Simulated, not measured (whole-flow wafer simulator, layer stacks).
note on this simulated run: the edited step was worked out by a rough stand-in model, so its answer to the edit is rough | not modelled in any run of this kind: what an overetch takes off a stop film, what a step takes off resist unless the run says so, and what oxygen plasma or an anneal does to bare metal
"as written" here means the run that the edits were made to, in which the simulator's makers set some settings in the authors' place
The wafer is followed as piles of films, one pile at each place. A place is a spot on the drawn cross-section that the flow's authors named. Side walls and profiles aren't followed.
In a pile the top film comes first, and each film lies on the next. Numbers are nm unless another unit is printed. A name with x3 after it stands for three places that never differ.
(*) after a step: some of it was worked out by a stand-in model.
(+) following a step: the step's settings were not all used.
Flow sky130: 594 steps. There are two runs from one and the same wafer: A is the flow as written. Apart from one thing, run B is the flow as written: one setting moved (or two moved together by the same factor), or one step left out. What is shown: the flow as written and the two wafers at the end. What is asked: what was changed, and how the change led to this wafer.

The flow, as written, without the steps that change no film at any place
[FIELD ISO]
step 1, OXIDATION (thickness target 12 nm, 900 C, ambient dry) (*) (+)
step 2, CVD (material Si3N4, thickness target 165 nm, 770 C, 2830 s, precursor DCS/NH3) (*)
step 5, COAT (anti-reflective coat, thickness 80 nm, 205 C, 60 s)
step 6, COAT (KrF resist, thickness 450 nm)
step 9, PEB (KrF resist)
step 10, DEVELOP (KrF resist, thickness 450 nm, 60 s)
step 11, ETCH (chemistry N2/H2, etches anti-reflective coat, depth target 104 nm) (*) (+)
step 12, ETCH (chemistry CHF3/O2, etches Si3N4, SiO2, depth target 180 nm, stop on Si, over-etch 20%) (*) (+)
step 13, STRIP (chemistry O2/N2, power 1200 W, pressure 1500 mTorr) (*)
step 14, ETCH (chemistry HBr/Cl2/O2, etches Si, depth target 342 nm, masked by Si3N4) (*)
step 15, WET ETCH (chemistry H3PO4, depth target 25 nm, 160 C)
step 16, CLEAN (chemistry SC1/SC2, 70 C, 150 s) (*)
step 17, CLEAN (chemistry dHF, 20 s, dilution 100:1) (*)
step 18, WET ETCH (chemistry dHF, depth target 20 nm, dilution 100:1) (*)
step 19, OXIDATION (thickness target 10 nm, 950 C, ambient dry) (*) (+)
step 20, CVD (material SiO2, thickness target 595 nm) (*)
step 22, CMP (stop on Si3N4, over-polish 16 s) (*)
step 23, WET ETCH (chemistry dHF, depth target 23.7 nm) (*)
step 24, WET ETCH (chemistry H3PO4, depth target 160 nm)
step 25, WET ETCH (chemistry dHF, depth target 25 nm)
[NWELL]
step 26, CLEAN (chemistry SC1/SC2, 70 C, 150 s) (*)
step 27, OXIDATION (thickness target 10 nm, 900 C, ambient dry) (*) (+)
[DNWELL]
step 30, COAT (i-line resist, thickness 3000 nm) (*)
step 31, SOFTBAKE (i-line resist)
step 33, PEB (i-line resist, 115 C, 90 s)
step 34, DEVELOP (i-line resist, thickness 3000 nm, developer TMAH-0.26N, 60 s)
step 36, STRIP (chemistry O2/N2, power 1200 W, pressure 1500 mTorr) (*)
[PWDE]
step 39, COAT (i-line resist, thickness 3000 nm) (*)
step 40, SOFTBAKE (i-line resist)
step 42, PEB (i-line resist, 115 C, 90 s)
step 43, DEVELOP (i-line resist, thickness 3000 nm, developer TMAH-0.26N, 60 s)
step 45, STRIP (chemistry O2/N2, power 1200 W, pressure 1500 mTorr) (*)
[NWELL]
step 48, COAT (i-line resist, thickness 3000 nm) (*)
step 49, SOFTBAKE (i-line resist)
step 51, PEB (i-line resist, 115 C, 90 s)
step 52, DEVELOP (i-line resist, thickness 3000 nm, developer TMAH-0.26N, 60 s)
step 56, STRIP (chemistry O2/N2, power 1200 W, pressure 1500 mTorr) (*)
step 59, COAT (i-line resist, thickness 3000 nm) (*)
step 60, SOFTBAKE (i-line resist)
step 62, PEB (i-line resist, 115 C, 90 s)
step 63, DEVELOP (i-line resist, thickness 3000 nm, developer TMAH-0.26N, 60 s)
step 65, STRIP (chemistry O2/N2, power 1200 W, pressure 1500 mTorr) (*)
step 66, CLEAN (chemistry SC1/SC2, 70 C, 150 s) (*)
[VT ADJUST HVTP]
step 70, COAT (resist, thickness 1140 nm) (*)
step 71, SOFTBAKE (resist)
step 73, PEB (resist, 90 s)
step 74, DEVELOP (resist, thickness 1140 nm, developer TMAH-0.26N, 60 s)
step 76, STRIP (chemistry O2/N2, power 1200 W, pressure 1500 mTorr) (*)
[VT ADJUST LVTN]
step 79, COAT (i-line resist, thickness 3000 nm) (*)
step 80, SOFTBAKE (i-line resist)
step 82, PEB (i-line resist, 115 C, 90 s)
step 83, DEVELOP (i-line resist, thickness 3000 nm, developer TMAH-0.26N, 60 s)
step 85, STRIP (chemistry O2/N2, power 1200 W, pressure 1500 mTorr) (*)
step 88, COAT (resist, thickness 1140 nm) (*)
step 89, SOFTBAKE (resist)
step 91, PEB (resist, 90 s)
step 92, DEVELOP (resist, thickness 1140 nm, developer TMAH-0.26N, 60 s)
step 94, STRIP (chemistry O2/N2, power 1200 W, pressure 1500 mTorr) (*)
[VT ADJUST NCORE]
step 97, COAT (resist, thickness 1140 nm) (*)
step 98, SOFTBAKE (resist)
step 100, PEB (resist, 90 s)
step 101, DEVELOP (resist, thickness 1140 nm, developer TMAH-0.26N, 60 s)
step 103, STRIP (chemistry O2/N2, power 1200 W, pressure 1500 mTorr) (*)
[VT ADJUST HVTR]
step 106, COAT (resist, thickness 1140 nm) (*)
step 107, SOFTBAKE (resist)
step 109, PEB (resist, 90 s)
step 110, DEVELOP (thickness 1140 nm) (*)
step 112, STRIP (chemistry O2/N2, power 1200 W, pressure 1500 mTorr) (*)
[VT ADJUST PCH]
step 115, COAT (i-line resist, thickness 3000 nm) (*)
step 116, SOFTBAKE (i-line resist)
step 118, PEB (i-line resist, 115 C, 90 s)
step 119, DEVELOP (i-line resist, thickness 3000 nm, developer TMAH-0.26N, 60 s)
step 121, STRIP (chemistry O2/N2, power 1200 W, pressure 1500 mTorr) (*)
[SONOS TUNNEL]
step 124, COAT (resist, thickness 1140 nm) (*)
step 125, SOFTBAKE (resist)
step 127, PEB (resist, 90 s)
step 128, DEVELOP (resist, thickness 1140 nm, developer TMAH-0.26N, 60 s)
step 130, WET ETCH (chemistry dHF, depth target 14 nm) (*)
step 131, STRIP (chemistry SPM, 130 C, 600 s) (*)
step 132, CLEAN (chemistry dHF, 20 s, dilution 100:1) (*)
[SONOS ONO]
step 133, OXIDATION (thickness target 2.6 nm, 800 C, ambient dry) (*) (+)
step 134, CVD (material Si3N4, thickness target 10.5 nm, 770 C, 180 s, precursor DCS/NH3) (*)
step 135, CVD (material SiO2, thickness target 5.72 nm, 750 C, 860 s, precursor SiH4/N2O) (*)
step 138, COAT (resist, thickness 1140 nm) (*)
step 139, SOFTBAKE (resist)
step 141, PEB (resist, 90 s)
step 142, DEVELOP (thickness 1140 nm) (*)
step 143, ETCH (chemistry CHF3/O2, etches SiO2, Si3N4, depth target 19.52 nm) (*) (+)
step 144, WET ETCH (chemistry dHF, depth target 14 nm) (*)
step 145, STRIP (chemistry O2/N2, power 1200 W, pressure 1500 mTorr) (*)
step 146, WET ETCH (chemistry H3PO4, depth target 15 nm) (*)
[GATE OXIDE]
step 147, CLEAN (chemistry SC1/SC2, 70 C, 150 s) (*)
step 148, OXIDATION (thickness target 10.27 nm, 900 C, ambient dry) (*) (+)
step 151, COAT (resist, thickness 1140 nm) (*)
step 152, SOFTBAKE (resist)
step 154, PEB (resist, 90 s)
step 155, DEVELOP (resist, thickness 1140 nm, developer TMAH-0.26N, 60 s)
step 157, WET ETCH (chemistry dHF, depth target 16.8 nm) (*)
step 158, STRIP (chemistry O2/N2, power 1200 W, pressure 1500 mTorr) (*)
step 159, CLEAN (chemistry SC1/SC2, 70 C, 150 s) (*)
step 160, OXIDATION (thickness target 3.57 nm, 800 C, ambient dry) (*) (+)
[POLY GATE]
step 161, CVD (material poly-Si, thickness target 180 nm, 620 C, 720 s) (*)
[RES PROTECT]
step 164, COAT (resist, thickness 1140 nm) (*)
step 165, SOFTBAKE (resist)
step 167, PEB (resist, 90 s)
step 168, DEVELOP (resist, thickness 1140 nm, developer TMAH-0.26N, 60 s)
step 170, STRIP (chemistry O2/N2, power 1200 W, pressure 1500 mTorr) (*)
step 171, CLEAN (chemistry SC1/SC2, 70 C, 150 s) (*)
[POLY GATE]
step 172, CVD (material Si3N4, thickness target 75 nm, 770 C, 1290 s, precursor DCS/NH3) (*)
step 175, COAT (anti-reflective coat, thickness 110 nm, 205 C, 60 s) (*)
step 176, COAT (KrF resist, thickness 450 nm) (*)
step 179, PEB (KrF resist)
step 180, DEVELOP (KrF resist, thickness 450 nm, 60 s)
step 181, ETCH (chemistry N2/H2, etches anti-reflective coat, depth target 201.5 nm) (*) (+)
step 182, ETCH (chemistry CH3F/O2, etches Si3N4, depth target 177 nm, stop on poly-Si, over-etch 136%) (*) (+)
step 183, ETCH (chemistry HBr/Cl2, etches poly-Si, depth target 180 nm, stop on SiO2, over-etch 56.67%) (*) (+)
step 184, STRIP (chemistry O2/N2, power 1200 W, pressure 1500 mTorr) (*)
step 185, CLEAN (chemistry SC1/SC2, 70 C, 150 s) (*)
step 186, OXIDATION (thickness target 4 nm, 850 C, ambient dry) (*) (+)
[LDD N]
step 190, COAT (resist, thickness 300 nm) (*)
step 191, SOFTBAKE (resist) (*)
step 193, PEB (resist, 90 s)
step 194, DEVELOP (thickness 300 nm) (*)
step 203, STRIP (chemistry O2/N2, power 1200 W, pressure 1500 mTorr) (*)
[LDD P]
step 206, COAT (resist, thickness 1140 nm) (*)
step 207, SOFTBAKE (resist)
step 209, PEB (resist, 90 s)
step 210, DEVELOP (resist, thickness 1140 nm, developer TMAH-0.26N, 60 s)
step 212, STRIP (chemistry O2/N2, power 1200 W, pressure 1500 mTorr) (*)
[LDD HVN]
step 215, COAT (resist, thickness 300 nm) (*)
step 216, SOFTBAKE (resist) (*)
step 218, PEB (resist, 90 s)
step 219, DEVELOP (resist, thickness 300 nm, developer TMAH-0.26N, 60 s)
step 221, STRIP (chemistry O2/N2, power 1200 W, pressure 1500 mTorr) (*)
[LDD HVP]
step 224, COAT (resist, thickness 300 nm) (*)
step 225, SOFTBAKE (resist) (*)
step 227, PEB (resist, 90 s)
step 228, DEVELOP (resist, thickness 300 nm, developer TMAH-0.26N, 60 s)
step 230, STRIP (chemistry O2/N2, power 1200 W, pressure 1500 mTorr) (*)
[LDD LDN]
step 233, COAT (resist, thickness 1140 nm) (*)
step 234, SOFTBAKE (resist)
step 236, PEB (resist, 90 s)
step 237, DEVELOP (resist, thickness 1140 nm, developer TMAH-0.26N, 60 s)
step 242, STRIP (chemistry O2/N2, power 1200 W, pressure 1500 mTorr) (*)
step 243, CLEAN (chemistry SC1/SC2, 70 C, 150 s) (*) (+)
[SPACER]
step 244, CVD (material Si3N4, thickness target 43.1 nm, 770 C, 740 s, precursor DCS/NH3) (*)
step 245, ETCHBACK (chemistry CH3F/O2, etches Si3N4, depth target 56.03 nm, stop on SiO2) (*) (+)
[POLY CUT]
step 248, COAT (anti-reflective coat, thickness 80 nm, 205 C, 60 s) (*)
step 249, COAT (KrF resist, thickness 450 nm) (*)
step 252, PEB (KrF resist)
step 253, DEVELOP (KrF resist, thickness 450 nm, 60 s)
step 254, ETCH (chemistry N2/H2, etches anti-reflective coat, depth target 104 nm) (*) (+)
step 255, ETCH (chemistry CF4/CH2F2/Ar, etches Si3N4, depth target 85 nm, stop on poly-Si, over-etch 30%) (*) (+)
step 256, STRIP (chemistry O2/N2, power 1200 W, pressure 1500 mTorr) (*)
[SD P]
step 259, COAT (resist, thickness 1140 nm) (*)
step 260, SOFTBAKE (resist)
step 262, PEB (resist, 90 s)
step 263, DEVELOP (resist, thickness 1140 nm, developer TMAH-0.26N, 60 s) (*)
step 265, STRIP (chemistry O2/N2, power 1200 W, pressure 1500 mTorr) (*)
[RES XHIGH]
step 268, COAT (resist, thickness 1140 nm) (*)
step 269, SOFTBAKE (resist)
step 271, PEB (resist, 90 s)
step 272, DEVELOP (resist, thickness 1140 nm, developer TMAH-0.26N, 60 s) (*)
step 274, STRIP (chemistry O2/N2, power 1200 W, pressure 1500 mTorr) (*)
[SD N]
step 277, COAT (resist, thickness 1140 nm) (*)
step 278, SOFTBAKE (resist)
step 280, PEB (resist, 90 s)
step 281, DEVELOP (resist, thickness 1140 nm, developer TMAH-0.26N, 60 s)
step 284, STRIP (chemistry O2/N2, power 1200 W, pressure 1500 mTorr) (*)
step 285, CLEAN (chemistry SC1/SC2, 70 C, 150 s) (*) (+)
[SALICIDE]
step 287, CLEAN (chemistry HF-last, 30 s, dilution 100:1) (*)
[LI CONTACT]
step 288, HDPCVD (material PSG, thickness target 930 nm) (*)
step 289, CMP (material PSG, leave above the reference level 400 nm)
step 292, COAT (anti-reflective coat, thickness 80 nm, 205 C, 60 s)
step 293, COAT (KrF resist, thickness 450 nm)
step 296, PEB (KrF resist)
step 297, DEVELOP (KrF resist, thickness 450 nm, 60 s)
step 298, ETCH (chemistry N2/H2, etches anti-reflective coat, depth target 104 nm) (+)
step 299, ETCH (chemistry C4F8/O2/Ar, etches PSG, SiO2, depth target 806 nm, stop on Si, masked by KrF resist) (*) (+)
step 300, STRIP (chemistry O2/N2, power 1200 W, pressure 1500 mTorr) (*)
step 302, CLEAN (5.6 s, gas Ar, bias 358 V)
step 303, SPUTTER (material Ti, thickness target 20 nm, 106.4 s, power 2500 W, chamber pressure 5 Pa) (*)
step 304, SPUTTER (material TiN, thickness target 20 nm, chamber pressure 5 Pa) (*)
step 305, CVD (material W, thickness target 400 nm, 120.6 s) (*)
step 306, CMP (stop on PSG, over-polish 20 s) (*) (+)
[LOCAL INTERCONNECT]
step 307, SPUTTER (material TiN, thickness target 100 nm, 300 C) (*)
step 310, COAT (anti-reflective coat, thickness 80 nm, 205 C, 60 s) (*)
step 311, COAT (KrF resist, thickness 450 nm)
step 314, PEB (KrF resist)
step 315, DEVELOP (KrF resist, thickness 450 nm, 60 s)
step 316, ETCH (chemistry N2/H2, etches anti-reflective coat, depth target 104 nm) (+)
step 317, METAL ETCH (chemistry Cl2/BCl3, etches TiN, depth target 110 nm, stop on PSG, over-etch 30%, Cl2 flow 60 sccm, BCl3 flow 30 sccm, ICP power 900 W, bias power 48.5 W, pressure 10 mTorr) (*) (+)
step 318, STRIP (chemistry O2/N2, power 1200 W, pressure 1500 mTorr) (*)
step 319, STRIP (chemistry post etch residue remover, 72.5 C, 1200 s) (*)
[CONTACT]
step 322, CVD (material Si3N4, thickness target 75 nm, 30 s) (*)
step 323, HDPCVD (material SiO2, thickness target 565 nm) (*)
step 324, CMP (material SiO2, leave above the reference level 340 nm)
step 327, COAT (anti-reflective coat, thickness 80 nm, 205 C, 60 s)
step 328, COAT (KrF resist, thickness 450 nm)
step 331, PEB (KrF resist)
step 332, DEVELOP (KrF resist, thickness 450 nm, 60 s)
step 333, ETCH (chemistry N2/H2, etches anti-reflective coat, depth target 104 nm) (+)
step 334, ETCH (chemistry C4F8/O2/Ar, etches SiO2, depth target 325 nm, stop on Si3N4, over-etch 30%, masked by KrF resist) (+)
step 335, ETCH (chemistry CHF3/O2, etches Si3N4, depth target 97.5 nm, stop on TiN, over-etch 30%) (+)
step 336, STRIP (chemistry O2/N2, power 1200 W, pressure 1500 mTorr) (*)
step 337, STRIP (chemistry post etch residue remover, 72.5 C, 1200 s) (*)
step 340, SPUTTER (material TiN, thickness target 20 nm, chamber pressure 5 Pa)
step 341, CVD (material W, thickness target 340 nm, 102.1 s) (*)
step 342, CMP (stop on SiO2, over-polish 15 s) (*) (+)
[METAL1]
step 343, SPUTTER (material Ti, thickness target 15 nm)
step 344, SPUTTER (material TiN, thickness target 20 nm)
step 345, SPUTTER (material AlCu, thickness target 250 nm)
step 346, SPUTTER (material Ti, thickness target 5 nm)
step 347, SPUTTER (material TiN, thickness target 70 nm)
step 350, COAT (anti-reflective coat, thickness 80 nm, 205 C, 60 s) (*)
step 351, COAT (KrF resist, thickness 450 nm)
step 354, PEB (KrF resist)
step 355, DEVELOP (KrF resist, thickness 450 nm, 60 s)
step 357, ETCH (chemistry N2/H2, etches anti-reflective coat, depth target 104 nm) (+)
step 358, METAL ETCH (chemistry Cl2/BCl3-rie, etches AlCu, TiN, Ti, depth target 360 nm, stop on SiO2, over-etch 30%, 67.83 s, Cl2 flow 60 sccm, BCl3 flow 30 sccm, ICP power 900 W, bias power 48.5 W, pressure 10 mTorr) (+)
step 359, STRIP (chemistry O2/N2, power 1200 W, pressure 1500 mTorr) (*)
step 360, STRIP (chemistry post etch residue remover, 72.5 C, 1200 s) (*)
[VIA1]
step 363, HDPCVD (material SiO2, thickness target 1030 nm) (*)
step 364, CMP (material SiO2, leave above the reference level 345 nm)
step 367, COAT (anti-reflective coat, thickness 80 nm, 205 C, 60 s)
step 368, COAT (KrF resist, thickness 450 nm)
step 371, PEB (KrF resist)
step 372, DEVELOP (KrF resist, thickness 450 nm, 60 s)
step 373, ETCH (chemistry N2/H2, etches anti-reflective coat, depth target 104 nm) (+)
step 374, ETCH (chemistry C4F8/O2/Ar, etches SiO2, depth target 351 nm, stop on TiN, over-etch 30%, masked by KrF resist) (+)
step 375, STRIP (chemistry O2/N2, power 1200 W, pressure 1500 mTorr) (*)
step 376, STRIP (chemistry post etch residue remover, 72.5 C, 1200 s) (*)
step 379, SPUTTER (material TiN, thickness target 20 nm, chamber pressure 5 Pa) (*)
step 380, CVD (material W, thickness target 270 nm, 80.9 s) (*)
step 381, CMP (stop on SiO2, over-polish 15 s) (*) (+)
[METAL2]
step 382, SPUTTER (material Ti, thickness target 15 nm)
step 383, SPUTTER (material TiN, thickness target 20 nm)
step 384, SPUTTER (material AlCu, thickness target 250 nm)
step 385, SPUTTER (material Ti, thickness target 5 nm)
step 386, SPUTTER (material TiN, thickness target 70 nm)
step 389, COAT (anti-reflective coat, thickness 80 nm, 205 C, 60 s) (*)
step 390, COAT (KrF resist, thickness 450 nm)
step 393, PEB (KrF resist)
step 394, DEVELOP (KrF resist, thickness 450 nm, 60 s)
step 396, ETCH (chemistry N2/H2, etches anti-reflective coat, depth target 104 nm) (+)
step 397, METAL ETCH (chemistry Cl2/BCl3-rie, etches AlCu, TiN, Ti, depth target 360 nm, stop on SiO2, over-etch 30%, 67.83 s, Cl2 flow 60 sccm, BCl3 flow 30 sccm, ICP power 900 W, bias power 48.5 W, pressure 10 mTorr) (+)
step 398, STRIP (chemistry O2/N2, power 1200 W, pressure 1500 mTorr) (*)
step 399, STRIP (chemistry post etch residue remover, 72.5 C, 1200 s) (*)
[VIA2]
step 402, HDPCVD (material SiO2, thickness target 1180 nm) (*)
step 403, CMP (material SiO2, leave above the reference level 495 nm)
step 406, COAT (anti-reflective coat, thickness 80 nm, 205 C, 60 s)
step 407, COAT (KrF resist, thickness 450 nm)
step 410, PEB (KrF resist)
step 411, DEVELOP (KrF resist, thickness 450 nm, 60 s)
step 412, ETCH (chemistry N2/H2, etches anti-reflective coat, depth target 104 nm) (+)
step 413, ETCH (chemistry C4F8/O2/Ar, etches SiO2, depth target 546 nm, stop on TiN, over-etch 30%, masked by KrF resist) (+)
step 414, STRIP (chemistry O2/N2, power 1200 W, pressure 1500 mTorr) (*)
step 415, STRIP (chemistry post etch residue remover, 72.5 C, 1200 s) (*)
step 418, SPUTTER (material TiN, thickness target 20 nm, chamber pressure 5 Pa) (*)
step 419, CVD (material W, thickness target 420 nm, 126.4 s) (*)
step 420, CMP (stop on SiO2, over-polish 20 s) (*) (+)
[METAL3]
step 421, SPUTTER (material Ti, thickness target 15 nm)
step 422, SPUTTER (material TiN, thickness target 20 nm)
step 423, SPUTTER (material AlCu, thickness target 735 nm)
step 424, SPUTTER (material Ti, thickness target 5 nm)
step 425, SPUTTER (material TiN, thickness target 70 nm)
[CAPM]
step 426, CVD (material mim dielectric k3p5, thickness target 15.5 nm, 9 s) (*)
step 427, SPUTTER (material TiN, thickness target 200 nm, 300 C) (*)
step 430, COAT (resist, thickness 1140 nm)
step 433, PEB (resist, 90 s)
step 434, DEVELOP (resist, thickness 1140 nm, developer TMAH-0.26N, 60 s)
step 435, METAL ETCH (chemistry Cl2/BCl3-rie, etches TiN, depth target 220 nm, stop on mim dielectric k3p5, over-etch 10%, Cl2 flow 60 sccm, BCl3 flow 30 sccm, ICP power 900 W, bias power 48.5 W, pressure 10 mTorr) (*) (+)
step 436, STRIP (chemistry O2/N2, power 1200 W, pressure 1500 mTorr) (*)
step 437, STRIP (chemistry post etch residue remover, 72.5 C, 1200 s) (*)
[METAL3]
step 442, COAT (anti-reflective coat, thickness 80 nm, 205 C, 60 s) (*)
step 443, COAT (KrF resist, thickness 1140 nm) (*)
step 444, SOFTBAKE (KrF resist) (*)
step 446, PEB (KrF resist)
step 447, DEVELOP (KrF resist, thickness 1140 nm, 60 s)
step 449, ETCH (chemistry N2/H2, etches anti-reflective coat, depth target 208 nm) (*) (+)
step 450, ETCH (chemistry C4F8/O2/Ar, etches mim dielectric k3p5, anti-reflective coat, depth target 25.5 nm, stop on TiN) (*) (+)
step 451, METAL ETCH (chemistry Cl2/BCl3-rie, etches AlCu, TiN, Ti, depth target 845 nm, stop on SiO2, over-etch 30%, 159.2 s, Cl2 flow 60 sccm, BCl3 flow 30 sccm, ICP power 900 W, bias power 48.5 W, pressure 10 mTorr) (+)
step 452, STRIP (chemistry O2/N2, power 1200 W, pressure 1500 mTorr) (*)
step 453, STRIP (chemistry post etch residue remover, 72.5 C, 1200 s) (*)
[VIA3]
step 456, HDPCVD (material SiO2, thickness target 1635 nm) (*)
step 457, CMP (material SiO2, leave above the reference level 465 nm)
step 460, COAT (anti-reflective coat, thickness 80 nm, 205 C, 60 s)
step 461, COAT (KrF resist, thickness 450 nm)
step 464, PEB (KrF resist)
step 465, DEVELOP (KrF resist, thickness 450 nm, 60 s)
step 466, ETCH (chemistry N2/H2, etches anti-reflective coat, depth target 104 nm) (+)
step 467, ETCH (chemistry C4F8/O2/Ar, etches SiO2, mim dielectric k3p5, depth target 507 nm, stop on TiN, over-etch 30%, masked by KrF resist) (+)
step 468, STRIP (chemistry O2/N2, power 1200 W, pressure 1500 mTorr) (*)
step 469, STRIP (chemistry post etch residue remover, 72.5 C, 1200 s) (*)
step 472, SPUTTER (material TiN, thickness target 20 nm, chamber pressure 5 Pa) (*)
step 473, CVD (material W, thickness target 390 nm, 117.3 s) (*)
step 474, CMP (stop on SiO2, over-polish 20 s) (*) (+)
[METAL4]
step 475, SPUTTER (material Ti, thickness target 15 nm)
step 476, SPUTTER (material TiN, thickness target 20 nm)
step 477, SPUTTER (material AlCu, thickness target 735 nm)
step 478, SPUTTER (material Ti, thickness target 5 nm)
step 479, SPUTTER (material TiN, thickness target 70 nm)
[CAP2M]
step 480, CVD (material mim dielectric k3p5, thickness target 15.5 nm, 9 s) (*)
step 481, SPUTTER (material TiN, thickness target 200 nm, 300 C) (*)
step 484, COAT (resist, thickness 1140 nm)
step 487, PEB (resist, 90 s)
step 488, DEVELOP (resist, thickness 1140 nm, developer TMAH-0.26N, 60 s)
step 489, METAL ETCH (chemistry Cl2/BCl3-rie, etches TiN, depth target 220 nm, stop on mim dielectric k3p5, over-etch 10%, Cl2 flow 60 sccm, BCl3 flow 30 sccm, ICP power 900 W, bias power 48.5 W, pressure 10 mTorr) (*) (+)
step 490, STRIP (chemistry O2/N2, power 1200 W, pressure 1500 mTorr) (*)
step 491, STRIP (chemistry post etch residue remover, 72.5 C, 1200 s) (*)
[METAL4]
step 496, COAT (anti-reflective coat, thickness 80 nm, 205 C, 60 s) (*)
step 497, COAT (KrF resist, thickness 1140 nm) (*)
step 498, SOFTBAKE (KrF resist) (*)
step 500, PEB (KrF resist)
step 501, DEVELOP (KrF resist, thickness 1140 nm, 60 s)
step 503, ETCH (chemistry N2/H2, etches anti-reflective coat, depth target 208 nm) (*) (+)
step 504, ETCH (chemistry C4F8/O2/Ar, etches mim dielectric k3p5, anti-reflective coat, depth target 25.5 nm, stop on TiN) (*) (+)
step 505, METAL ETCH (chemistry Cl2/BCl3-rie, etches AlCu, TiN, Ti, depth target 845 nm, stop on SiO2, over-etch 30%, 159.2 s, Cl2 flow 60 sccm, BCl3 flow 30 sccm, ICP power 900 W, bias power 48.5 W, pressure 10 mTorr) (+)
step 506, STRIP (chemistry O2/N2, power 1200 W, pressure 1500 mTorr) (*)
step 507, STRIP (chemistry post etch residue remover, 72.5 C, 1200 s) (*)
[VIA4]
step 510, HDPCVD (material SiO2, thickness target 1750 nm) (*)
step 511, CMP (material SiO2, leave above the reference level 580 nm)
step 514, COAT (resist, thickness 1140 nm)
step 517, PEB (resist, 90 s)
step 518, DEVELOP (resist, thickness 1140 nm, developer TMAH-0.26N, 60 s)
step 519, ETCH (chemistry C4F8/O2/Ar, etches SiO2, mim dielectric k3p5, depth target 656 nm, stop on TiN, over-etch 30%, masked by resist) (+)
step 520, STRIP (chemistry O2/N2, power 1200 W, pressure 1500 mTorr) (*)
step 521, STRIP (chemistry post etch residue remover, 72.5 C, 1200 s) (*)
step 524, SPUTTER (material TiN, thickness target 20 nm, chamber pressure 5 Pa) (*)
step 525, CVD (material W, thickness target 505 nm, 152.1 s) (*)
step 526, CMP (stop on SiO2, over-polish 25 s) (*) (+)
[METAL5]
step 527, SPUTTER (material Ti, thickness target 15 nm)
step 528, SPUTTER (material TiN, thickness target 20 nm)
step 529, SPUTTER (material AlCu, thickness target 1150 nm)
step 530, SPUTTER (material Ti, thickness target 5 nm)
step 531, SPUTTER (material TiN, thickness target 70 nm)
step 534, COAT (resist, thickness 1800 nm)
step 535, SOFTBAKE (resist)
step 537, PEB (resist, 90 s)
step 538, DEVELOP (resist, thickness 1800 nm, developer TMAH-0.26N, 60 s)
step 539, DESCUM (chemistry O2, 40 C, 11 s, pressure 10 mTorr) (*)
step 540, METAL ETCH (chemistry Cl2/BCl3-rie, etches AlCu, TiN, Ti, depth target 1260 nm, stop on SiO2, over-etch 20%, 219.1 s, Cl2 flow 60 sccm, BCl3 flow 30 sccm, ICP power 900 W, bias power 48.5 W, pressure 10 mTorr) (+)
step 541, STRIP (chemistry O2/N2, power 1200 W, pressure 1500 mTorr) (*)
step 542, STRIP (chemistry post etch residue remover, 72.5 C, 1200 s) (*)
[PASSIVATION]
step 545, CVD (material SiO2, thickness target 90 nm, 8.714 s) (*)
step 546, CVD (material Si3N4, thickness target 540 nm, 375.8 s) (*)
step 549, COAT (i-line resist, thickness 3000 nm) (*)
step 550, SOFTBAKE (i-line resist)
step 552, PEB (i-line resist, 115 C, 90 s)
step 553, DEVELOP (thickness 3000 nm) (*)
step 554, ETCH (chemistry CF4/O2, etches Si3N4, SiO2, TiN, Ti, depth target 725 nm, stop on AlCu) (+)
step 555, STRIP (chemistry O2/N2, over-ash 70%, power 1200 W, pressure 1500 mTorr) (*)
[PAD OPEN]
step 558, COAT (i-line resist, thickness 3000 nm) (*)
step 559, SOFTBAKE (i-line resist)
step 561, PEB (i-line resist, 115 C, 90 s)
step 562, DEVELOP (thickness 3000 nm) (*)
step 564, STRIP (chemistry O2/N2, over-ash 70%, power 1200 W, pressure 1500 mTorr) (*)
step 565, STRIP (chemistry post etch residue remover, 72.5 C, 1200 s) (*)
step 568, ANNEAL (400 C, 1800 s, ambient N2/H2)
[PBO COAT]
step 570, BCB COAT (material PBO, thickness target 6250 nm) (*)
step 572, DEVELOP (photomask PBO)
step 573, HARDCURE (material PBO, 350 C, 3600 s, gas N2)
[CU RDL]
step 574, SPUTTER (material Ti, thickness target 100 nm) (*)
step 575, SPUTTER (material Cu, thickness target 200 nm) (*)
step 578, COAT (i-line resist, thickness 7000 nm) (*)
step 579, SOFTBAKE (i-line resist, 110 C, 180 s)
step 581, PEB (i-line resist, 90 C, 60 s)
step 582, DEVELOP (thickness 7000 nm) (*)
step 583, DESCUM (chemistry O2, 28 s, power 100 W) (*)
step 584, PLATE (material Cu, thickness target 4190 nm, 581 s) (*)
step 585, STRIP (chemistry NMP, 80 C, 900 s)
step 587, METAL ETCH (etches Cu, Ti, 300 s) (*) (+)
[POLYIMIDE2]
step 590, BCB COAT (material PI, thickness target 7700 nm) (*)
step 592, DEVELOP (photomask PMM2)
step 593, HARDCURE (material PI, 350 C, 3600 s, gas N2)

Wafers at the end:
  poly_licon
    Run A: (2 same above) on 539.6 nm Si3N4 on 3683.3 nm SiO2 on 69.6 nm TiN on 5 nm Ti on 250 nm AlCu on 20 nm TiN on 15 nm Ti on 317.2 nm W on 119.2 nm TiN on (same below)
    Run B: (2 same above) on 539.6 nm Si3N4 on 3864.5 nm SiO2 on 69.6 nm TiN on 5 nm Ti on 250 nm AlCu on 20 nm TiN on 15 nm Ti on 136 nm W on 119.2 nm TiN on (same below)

Cause: step 341, CVD: thickness target 136 nm was run, while the flow as written has thickness target 340 nm.

Step by step, how the change led to this:
  step 341, CVD (material W, thickness target 340 nm, 102.1 s) (*)
      field, active, n_well and 185 more: A +340 W (new film) | B +136 W (new film)
      ndiff_licon, ndiff_licon_cpp, rpo_hd_licon: A +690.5 W (new film) | B +486.5 W (new film)
  step 342, CMP (stop on SiO2, over-polish 15 s) (*) (+)
      poly_licon: A -22.8 W | B nothing
      field, active, n_well and 184 more: A -340 W (all of it), -20 TiN (all of it), -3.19 SiO2 | B -136 W (all of it), -20 TiN (all of it), -3.19 SiO2
      (as well as at 3 more places)
  step 350, COAT (anti-reflective coat, thickness 80 nm, 205 C, 60 s) (*)
      poly_licon: A +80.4 anti-reflective coat (new film) | B +261.7 anti-reflective coat (new film)
  step 359, STRIP (chemistry O2/N2, power 1200 W, pressure 1500 mTorr) (*)
      poly_licon: A -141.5 KrF resist (all of it), -80.4 anti-reflective coat (all of it) | B -141.5 KrF resist (all of it), -261.7 anti-reflective coat (all of it)
  step 364, CMP (material SiO2, leave above the reference level 345 nm)
      poly_licon: A -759 SiO2 | B -577.8 SiO2
